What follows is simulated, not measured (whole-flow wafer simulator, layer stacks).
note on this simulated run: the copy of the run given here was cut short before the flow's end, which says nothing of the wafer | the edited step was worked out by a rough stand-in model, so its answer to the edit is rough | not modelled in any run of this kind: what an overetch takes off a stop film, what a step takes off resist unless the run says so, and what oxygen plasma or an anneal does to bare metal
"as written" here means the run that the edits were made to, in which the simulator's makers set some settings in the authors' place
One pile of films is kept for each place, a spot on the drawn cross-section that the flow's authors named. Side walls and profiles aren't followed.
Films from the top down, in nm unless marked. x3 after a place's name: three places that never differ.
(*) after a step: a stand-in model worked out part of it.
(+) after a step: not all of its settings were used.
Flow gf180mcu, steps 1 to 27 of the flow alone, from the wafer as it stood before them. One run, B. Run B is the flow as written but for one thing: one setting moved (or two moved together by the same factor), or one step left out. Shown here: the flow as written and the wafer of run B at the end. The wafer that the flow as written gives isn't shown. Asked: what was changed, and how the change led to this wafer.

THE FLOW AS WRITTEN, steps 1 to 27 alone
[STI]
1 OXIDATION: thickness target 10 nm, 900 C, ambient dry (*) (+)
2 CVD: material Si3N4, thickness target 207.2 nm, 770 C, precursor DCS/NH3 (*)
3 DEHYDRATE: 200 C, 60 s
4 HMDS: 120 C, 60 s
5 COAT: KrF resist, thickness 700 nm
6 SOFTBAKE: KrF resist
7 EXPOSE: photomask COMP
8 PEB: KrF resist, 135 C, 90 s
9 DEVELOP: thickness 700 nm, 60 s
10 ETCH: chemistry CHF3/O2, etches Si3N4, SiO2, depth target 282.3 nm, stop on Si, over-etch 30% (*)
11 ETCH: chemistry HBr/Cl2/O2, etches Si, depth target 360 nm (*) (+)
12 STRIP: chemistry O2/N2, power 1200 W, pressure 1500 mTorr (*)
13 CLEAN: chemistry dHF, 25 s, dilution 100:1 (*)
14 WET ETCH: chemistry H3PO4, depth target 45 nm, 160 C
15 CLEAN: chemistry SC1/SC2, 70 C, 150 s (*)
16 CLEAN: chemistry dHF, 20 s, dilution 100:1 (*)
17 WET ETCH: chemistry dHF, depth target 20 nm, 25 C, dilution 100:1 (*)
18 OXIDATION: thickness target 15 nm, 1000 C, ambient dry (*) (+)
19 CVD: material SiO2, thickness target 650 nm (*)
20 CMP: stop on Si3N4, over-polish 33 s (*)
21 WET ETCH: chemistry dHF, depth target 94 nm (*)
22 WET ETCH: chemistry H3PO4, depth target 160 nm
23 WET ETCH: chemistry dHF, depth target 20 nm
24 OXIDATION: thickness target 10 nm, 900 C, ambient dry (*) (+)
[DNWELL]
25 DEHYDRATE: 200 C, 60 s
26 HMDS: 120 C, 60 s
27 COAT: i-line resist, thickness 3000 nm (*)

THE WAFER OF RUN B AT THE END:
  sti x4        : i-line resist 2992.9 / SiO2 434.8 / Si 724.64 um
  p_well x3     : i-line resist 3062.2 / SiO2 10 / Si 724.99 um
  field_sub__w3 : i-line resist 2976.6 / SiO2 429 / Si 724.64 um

The cause: step 21, WET ETCH: depth target 65.2 nm was run, where the flow has depth target 94 nm.

How the change led to this, step by step:
  21 WET ETCH: chemistry dHF, depth target 94 nm (*)
      active, n_well, p_well x3 and 38 more: Si3N4 -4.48 (as written it would be: Si3N4 -6.43)
      field, field_sub, sti x4 and 31 more: SiO2 -65.2 (as written it would be: SiO2 -94)
